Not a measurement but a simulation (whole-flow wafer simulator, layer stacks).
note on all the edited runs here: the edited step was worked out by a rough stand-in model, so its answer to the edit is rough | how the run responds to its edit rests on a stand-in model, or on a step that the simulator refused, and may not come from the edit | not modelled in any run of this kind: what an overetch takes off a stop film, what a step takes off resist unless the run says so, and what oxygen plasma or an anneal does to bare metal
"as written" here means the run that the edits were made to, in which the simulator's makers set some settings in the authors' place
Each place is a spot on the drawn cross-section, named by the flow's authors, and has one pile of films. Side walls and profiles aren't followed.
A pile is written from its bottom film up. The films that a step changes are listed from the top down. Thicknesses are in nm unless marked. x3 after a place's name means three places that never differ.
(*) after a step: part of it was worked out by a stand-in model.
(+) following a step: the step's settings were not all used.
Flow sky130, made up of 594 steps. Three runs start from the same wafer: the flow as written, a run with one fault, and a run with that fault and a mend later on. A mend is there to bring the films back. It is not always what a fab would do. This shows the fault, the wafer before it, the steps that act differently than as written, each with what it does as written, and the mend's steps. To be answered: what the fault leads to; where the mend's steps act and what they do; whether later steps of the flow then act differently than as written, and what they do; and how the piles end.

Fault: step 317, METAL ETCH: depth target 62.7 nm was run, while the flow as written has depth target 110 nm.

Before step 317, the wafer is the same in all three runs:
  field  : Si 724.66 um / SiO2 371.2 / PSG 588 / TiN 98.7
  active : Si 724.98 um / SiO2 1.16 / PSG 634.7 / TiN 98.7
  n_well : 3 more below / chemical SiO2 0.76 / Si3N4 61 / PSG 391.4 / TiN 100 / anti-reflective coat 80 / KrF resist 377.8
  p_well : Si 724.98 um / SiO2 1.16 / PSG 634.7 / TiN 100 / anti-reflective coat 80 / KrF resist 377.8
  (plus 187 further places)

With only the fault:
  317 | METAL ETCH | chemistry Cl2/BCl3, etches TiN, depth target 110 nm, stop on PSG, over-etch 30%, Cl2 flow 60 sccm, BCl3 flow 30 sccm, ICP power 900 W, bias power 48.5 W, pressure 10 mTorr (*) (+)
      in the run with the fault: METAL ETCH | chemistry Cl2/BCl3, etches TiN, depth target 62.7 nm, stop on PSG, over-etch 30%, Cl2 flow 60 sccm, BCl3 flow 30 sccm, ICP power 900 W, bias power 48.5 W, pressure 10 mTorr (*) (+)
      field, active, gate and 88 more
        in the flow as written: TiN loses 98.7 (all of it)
        in the run with the fault: TiN loses 62.7
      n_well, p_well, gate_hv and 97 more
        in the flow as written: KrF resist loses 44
        in the run with the fault: KrF resist loses 25.1
  Steps further on in the flow that do not act as written (not shown: 20 more steps that differ only slightly, by at most 2% or 0.5 nm, whichever is larger):
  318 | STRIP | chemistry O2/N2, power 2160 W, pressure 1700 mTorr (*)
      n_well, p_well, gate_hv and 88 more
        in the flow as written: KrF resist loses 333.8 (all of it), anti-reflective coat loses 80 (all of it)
        in the run with the fault: KrF resist loses 352.7 (all of it), anti-reflective coat loses 80 (all of it)
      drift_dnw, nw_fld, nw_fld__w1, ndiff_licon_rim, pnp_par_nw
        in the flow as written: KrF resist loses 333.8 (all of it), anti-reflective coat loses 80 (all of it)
        in the run with the fault: KrF resist loses 352.8 (all of it), anti-reflective coat loses 80 (all of it)
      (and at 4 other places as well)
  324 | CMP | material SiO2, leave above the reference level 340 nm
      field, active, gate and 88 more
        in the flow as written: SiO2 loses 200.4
        in the run with the fault: SiO2 loses 236
  The piles end different from the flow's at field, active, gate and 90 more by more than 2% or 0.5 nm, whichever is larger.
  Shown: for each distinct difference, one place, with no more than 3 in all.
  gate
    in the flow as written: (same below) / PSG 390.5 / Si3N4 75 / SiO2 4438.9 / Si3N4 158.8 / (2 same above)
    in the run with the fault: (same below) / PSG 390.5 / TiN 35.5 / Si3N4 75 / SiO2 4403.4 / Si3N4 158.8 / (2 same above)
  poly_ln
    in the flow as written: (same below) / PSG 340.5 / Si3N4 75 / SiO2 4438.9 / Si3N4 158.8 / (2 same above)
    in the run with the fault: (same below) / PSG 340.5 / TiN 35.5 / Si3N4 75 / SiO2 4403.4 / Si3N4 158.8 / (2 same above)
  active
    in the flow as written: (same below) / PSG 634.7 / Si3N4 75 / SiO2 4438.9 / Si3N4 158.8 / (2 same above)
    in the run with the fault: (same below) / PSG 634.7 / TiN 35.5 / Si3N4 75 / SiO2 4403.4 / Si3N4 158.8 / (2 same above)

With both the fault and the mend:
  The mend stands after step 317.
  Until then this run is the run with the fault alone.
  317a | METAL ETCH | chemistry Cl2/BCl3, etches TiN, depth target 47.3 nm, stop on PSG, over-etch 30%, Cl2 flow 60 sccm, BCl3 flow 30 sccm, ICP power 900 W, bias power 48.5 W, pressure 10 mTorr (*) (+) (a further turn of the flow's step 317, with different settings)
      n_well, p_well, gate_hv and 97 more
        KrF resist loses 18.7
      field, active, gate and 88 more
        TiN loses 36 (all of it)
  Every later step of the flow that is run acts as written, at every place that is followed, to within 2% or 0.5 nm, whichever is larger.
  At every place that both follow, the piles at the end match the flow's.
